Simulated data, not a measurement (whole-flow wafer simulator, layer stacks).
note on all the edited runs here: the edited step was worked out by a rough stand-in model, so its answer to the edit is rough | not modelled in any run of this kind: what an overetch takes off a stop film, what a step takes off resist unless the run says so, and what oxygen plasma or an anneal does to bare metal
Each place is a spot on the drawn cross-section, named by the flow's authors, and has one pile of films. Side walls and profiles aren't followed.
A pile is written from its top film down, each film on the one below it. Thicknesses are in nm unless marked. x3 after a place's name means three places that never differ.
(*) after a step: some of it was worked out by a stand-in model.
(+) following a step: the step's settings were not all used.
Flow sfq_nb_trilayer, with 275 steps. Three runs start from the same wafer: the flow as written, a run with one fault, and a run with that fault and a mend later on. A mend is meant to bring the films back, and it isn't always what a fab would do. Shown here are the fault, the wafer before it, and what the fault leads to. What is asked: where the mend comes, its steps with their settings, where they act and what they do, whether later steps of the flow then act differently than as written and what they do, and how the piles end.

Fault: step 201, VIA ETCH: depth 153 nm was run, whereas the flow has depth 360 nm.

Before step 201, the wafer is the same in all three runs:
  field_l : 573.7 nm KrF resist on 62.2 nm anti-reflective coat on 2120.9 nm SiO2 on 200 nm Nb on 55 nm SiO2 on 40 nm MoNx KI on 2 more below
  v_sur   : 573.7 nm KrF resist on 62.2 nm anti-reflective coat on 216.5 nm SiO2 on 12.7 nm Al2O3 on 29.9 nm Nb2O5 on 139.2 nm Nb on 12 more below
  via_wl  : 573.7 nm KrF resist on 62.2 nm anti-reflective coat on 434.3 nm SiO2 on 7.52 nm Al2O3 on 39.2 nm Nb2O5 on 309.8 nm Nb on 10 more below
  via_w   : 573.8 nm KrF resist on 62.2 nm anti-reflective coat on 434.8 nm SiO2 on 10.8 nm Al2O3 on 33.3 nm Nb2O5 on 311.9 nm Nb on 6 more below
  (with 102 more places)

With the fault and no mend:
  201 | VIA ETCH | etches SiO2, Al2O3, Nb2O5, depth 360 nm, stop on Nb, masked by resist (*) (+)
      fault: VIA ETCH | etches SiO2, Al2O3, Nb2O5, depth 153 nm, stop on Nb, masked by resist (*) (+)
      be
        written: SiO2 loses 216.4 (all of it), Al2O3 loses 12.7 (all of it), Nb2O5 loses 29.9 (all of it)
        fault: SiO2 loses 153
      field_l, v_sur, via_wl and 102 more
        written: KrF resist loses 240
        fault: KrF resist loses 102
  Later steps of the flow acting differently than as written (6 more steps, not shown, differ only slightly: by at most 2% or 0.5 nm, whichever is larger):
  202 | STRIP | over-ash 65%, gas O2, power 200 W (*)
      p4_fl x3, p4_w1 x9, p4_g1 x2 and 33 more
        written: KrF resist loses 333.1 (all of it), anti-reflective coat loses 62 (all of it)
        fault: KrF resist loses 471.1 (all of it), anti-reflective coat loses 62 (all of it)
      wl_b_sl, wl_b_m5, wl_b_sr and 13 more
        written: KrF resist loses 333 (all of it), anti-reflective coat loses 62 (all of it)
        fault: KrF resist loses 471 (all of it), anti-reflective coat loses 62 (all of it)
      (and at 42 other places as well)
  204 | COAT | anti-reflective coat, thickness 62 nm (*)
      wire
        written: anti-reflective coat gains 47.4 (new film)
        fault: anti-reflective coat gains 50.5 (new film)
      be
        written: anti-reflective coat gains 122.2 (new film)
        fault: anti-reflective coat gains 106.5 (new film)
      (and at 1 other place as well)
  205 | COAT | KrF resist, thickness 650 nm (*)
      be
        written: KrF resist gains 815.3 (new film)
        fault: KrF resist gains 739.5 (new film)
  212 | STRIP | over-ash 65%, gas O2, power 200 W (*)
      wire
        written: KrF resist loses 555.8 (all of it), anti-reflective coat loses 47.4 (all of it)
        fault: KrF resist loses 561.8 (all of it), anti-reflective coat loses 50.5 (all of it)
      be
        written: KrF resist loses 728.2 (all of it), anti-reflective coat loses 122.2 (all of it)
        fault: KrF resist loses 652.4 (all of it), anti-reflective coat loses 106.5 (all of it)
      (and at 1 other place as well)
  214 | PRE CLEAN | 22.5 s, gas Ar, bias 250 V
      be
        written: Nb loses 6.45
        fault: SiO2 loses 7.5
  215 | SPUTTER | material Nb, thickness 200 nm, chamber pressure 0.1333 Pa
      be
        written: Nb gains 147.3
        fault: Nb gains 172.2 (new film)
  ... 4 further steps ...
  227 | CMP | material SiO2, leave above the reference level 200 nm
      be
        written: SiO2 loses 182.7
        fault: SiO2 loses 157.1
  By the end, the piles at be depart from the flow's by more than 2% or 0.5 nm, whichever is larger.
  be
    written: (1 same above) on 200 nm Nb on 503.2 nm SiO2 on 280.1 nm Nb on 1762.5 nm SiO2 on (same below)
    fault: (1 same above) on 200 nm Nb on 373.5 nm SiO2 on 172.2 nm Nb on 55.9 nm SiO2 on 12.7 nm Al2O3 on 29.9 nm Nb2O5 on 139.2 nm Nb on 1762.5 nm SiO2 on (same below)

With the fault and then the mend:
  After step 201 comes the mend.
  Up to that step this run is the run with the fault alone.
  201a | VIA ETCH | etches SiO2, Al2O3, Nb2O5, depth 207 nm, stop on Nb, masked by resist (*) (+) (a further turn of the flow's step 201, with different settings)
      field_l, v_sur, via_wl and 102 more
        KrF resist loses 138
      be
        SiO2 loses 63.4 (all of it), Al2O3 loses 12.7 (all of it), Nb2O5 loses 29.9 (all of it)
  None of the later steps of the flow acts differently than as written at any place that is followed.
  By the end, the piles equal the flow's at every place that both follow.
